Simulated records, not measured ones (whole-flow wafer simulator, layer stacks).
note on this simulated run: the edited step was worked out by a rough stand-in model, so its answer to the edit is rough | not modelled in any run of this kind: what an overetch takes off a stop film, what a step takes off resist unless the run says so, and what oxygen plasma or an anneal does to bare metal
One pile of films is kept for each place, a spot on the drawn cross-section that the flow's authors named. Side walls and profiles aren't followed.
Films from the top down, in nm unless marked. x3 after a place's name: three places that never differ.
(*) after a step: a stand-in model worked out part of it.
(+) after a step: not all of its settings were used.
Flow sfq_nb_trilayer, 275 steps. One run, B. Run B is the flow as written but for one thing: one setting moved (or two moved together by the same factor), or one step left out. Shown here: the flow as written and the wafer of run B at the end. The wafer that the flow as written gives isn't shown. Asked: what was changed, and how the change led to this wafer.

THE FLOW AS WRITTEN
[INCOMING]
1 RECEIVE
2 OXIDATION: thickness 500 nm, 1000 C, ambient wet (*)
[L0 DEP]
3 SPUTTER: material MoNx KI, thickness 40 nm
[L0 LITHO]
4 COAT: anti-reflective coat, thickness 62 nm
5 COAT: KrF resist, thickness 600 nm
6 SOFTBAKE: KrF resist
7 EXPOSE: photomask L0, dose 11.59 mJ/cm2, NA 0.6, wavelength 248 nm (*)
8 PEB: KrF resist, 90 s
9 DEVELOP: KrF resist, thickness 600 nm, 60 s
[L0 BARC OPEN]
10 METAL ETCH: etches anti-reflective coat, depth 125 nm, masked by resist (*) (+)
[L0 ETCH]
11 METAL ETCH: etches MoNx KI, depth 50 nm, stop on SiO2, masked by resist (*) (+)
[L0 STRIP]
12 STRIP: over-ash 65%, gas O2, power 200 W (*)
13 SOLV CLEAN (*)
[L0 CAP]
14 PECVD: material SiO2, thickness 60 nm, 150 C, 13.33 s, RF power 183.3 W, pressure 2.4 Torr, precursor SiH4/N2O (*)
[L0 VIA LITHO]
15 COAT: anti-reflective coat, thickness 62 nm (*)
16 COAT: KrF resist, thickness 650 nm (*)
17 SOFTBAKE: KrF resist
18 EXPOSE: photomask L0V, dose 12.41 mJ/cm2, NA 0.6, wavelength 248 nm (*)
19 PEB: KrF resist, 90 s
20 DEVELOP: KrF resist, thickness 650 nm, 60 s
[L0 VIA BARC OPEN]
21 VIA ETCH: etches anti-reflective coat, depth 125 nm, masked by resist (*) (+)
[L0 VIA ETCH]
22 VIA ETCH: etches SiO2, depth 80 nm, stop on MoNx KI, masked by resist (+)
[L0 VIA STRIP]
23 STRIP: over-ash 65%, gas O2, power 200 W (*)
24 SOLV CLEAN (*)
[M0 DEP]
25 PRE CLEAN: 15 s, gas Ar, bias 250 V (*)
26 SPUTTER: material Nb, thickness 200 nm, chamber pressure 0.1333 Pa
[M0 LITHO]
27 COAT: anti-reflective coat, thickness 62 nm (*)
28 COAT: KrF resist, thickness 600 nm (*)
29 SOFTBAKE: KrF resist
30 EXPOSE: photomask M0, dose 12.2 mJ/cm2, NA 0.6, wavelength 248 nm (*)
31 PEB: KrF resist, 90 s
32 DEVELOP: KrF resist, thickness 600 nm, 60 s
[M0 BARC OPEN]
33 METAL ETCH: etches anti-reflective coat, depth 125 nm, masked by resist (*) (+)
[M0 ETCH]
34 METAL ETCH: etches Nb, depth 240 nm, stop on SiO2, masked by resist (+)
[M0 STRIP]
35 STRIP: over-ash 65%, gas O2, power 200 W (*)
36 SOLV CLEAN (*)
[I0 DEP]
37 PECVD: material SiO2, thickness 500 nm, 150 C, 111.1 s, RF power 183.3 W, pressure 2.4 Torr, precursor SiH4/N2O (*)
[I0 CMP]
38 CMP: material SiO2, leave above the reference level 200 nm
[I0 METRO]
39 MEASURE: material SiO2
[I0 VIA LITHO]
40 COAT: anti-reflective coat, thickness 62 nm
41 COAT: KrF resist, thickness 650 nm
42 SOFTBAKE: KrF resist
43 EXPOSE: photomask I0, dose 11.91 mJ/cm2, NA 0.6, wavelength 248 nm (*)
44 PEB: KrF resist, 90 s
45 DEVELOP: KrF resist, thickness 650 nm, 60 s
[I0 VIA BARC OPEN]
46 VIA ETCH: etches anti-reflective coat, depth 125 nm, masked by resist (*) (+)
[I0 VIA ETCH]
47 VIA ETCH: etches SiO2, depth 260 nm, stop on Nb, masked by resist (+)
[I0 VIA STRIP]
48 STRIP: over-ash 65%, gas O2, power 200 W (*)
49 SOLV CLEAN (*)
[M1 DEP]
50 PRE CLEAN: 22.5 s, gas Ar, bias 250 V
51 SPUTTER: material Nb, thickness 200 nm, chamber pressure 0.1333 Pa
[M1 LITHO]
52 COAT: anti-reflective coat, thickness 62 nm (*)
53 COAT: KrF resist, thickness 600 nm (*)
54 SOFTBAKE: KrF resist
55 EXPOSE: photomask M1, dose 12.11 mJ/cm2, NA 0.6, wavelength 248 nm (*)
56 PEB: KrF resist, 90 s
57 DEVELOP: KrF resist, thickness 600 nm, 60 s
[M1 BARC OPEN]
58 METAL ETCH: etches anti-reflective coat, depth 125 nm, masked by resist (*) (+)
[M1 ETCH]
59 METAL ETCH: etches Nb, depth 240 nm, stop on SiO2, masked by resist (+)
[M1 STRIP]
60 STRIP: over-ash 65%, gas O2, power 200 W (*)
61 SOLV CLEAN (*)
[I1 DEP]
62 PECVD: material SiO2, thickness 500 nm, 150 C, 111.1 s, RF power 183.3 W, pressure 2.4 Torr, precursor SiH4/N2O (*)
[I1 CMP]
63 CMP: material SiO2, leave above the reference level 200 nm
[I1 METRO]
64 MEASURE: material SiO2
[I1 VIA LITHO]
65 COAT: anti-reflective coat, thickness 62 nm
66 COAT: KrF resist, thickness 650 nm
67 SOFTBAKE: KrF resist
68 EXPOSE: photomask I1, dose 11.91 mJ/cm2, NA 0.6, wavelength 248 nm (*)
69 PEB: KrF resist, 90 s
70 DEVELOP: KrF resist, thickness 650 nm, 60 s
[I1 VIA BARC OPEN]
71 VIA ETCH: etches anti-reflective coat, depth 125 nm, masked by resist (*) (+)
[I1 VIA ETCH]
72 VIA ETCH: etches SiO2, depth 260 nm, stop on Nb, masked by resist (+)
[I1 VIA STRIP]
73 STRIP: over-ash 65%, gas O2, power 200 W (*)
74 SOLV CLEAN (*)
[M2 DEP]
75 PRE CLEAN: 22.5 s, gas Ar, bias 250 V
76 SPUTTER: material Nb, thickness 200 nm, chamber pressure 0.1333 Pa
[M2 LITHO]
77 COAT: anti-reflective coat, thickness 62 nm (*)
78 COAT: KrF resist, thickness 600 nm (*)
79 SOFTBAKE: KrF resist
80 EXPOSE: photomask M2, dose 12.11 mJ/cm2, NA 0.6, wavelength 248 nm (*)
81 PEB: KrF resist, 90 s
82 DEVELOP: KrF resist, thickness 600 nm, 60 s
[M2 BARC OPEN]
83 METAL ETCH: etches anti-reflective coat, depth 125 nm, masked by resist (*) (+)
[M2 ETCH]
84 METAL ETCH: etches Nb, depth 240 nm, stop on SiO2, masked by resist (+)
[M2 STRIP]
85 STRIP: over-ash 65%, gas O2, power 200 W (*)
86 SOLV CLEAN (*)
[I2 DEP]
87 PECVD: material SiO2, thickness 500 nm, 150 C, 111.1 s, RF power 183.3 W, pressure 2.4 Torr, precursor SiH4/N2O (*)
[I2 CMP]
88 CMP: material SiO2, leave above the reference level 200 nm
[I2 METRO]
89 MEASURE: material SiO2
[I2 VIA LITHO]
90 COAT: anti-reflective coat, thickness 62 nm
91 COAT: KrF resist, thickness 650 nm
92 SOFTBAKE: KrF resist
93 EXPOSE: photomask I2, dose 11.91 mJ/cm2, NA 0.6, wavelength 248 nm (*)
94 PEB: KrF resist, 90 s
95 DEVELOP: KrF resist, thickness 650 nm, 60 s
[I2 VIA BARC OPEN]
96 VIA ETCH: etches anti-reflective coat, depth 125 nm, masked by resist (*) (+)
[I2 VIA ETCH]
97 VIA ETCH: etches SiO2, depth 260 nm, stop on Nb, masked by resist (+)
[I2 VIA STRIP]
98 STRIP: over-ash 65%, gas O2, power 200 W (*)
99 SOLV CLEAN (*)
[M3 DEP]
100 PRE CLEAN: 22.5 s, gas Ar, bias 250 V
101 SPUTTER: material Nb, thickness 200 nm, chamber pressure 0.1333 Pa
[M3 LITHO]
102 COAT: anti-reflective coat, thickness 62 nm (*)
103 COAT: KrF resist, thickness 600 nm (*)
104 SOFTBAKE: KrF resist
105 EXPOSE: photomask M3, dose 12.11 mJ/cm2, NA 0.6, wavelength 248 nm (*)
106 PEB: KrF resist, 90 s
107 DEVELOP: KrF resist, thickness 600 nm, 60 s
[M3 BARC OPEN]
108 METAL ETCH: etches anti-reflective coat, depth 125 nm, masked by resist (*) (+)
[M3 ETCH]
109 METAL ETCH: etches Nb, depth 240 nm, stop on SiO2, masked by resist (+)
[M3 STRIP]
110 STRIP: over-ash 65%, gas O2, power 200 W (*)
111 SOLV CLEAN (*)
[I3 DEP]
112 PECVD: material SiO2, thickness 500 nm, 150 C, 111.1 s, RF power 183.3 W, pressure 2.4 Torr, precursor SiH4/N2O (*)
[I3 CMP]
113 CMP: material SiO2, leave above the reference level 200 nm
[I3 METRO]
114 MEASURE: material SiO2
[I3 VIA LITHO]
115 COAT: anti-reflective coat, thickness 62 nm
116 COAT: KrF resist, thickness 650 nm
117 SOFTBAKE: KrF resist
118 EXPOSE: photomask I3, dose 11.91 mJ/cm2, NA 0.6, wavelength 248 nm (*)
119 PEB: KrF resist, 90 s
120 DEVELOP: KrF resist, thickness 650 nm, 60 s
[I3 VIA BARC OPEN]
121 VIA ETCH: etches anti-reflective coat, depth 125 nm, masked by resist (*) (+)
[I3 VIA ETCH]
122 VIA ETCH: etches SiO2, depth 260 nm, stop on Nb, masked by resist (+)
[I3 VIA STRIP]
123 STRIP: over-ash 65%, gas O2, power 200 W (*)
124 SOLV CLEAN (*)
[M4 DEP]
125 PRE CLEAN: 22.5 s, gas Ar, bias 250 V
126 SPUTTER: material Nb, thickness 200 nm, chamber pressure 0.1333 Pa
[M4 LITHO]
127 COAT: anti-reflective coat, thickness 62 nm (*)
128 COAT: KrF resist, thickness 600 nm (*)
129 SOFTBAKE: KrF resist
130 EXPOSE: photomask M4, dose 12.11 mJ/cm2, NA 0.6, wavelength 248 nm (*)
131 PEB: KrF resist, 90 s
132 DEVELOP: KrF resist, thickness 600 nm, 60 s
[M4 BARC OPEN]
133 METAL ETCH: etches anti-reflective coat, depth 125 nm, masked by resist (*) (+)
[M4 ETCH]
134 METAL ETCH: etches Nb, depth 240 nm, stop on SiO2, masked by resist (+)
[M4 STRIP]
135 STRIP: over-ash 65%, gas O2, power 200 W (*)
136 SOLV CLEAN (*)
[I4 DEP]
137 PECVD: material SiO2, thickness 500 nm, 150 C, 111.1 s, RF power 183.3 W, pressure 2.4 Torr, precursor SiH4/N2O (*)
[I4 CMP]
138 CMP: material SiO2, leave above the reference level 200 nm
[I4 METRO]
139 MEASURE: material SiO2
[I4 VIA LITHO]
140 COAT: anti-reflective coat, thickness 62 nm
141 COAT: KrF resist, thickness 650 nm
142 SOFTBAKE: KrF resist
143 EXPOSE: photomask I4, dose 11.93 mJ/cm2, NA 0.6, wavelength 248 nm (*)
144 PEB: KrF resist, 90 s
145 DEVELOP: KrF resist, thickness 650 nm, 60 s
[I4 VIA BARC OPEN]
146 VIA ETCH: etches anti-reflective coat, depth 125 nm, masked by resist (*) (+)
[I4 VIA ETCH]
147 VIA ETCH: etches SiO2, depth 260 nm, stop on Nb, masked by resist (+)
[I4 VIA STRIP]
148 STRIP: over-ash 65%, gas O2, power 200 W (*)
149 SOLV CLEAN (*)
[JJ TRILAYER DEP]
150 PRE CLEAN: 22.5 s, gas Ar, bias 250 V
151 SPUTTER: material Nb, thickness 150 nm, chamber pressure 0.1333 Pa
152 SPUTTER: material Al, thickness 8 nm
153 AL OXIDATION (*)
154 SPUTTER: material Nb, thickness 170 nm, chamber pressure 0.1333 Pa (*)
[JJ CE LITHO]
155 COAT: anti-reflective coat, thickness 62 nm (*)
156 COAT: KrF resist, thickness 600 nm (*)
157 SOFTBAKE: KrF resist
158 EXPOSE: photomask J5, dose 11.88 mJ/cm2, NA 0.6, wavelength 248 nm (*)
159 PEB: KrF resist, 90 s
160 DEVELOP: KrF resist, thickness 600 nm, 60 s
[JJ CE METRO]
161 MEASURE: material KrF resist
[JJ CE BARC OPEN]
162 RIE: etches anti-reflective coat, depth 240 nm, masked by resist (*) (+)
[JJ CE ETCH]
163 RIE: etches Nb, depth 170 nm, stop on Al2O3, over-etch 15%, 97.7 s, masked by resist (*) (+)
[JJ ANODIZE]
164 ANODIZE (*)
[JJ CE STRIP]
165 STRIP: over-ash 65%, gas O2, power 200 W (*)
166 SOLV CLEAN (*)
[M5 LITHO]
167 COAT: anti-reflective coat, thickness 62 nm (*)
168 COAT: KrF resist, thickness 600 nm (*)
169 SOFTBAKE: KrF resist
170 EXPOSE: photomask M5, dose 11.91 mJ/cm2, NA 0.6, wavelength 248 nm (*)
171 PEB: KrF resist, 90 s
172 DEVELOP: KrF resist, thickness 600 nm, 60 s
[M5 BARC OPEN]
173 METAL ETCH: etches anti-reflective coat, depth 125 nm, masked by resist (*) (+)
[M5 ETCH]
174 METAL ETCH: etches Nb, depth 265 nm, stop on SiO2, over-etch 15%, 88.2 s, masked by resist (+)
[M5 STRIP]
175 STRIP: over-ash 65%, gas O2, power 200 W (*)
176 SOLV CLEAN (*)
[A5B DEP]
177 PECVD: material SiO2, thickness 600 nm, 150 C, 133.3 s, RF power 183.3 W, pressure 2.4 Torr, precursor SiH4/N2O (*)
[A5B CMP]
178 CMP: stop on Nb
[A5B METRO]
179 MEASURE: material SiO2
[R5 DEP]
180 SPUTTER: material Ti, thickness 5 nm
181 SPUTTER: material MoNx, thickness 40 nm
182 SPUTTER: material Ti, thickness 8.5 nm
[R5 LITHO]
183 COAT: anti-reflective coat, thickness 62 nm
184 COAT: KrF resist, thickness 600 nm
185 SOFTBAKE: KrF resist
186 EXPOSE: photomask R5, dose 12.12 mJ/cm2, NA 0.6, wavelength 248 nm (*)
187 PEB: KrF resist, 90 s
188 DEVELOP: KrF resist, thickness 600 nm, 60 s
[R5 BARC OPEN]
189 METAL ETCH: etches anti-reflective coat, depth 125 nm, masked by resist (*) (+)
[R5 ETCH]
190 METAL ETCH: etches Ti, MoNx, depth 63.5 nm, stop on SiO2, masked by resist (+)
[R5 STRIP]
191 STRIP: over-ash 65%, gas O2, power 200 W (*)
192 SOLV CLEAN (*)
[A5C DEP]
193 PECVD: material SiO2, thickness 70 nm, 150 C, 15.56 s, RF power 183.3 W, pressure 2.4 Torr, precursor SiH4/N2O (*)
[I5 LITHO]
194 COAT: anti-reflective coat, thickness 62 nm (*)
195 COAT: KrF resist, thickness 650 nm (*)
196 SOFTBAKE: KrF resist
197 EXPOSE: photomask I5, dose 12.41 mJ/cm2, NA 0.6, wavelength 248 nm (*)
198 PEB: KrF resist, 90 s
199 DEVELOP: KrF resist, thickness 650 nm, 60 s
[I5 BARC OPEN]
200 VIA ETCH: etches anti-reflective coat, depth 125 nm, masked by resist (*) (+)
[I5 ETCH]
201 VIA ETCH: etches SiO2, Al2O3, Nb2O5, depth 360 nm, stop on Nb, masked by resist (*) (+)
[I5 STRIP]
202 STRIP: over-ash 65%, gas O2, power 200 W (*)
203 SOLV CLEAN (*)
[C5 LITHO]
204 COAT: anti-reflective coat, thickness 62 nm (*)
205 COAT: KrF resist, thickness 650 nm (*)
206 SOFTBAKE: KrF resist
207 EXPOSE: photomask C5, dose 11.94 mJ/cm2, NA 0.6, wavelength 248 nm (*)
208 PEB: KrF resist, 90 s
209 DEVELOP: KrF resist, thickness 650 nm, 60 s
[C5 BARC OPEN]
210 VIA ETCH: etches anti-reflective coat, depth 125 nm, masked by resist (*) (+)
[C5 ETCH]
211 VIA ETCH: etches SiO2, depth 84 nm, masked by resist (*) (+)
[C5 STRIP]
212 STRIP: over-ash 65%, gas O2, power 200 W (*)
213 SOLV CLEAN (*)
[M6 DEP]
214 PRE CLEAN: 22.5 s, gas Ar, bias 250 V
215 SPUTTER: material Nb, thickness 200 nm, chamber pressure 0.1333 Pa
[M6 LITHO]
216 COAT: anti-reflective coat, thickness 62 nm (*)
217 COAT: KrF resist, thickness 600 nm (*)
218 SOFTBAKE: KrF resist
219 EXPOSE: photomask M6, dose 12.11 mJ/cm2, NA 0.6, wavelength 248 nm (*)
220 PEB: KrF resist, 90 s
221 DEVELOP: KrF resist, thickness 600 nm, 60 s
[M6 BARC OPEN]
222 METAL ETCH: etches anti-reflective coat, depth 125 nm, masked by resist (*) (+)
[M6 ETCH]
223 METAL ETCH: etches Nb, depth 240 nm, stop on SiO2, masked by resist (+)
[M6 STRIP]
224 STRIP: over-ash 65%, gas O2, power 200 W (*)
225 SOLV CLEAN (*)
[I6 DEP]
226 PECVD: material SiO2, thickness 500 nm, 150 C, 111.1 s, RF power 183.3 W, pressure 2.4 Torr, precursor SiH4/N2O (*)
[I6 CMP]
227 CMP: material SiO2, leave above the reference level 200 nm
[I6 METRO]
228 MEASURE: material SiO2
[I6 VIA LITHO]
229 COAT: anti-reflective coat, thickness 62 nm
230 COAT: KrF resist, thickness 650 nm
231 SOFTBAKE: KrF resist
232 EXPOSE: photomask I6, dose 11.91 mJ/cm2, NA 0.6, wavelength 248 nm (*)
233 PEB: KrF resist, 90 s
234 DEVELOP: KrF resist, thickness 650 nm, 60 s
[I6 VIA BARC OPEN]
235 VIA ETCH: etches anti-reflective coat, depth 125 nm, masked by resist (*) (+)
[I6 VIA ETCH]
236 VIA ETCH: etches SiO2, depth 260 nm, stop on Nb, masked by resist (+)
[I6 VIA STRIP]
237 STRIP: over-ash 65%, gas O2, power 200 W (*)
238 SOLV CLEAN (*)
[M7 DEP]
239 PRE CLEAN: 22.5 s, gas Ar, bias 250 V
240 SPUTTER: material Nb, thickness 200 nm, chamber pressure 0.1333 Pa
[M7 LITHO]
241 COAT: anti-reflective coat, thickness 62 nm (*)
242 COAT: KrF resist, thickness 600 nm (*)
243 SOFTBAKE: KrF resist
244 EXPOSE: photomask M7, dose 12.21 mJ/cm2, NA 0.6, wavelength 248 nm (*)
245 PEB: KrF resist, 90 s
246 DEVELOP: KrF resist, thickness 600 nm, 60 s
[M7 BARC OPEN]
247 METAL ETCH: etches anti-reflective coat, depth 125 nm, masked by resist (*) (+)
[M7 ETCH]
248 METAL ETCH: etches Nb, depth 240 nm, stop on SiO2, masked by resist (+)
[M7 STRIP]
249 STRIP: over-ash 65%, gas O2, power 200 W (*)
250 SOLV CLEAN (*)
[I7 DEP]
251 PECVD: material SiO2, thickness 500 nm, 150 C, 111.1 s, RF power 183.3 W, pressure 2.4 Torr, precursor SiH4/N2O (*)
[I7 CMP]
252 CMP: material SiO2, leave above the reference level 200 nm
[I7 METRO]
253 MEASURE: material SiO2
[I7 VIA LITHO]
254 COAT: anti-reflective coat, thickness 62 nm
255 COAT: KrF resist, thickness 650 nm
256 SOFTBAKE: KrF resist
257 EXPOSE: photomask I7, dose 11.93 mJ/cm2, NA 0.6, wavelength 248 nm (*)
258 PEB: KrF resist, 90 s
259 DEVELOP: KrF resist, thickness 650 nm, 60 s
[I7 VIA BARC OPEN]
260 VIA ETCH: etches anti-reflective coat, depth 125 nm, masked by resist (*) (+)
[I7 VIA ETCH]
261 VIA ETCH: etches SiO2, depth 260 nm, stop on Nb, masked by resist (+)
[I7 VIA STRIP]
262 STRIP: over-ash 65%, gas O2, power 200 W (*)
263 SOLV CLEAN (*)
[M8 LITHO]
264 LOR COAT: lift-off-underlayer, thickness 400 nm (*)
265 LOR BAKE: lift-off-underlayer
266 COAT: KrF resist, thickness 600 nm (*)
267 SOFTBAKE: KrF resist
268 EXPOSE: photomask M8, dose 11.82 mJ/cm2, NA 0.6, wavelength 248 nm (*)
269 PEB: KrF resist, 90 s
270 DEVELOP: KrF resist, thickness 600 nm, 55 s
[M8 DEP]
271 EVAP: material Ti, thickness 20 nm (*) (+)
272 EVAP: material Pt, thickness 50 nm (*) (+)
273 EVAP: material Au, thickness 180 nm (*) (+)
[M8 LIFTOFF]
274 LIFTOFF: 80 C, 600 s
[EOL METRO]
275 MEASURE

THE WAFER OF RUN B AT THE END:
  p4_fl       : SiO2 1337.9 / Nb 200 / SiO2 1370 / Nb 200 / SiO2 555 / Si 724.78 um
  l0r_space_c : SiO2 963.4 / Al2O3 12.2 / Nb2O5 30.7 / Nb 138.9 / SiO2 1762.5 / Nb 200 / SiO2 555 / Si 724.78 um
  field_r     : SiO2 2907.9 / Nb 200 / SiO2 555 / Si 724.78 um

The cause: step 154, SPUTTER: thickness 132 nm was run, where the flow has thickness 170 nm.

How the change led to this, step by step:
  154 SPUTTER: material Nb, thickness 170 nm, chamber pressure 0.1333 Pa (*)
      field_l, v_sur, via_sp and 100 more: Nb +132 (new film) (as written it would be: Nb +170 (new film))
      via_wl, via_wr: Nb +109.1 (new film) (as written it would be: Nb +140.7 (new film))
      (and at 1 more place)
  155 COAT: anti-reflective coat, thickness 62 nm (*)
      via_wl, via_wr: anti-reflective coat +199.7 (new film) (as written it would be: anti-reflective coat +209.4 (new film))
      via_w: anti-reflective coat +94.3 (new film) (as written it would be: anti-reflective coat +97.4 (new film))
  162 RIE: etches anti-reflective coat, depth 240 nm, masked by resist (*) (+)
      ce_l, c5j, ce_r, wl_jj: KrF resist -199.7 (as written it would be: KrF resist -209.4)
      via_wl, via_wr: anti-reflective coat -199.7 (all of it) (as written it would be: anti-reflective coat -209.4 (all of it))
      (and at 1 more place)
  163 RIE: etches Nb, depth 170 nm, stop on Al2O3, over-etch 15%, 97.7 s, masked by resist (*) (+)
      field_l, v_sur, via_sp and 96 more: Nb -132 (all of it), Al2O3 -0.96 (all of it) (as written it would be: Nb -170 (all of it), Al2O3 -0.51)
      via_wl, via_wr: Nb -109.1 (all of it), Al2O3 -0.96 (all of it) (as written it would be: Nb -140.7 (all of it), Al2O3 -0.96 (all of it))
      (and at 1 more place)
  164 ANODIZE (*)
      field_l, v_sur, via_sp and 96 more: Al2O3 +12.2 (new film), Nb2O5 +30.7 (new film), Al -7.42 (all of it), Nb -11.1 (as written it would be: Al2O3 +12.2, Nb2O5 +29.9 (new film), Al -7.42 (all of it), Nb -10.8)
  165 STRIP: over-ash 65%, gas O2, power 200 W (*)
      c5j, ce_r: KrF resist -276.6 (all of it), anti-reflective coat -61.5 (all of it) (as written it would be: KrF resist -266.9 (all of it), anti-reflective coat -61.5 (all of it))
      ce_l: KrF resist -276.5 (all of it), anti-reflective coat -61.4 (all of it) (as written it would be: KrF resist -266.8 (all of it), anti-reflective coat -61.4 (all of it))
      (and at 1 more place)
  167 COAT: anti-reflective coat, thickness 62 nm (*)
      wl_j_sl, wl_j_sr: anti-reflective coat +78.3 (new film) (as written it would be: anti-reflective coat +83.3 (new film))
      jj_sur: anti-reflective coat +77.9 (new film) (as written it would be: anti-reflective coat +82.6 (new film))
      (and at 5 more places)
  168 COAT: KrF resist, thickness 600 nm (*)
      ce_l: KrF resist +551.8 (new film) (as written it would be: KrF resist +528.3 (new film))
      c5j: KrF resist +531.9 (new film) (as written it would be: KrF resist +507.6 (new film))
      (and at 2 more places)
  174 METAL ETCH: etches Nb, depth 265 nm, stop on SiO2, over-etch 15%, 88.2 s, masked by resist (+)
      field_l, r_sur, res and 50 more: Al2O3 -12.2 (all of it), Nb2O5 -30.7 (all of it), Nb -138.9 (all of it), SiO2 -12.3 (as written it would be: Al2O3 -12.6 (all of it), Nb2O5 -29.9 (all of it), Nb -139.2 (all of it), SiO2 -12.3)
  175 STRIP: over-ash 65%, gas O2, power 200 W (*)
      wl_j_sl, wl_j_sr: KrF resist -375 (all of it), anti-reflective coat -78.3 (all of it) (as written it would be: KrF resist -378 (all of it), anti-reflective coat -83.3 (all of it))
      jj_sur: KrF resist -371.9 (all of it), anti-reflective coat -77.9 (all of it) (as written it would be: KrF resist -374.7 (all of it), anti-reflective coat -82.6 (all of it))
      (and at 5 more places)
  178 CMP: stop on Nb
      v_sur, via_sp, via_v and 43 more: SiO2 -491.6 (as written it would be: SiO2 -453.5)
      field_l, p4_fl, p4_fm and 39 more: SiO2 -297.3 (as written it would be: SiO2 -259.3)
      (and at 14 more places)
  201 VIA ETCH: etches SiO2, Al2O3, Nb2O5, depth 360 nm, stop on Nb, masked by resist (*) (+)
      be: SiO2 -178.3 (all of it), Al2O3 -12.2 (all of it), Nb2O5 -30.7 (all of it) (as written it would be: SiO2 -216.4 (all of it), Al2O3 -12.7 (all of it), Nb2O5 -29.9 (all of it))
  204 COAT: anti-reflective coat, thickness 62 nm (*)
      wire: anti-reflective coat +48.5 (new film) (as written it would be: anti-reflective coat +47.4 (new film))
      be: anti-reflective coat +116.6 (new film) (as written it would be: anti-reflective coat +122.2 (new film))
      (and at 1 more place)
  205 COAT: KrF resist, thickness 650 nm (*)
      be: KrF resist +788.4 (new film) (as written it would be: KrF resist +815.3 (new film))
  212 STRIP: over-ash 65%, gas O2, power 200 W (*)
      wire: KrF resist -557.9 (all of it), anti-reflective coat -48.5 (all of it) (as written it would be: KrF resist -555.8 (all of it), anti-reflective coat -47.4 (all of it))
      be: KrF resist -701.2 (all of it), anti-reflective coat -116.6 (all of it) (as written it would be: KrF resist -728.2 (all of it), anti-reflective coat -122.2 (all of it))
      (and at 1 more place)
  215 SPUTTER: material Nb, thickness 200 nm, chamber pressure 0.1333 Pa
      be: Nb +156 (as written it would be: Nb +147.3)
  ... 3 more steps ...
  226 PECVD: material SiO2, thickness 500 nm, 150 C, 111.1 s, RF power 183.3 W, pressure 2.4 Torr, precursor SiH4/N2O (*)
      be: SiO2 +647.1 (new film) (as written it would be: SiO2 +693.5 (new film))
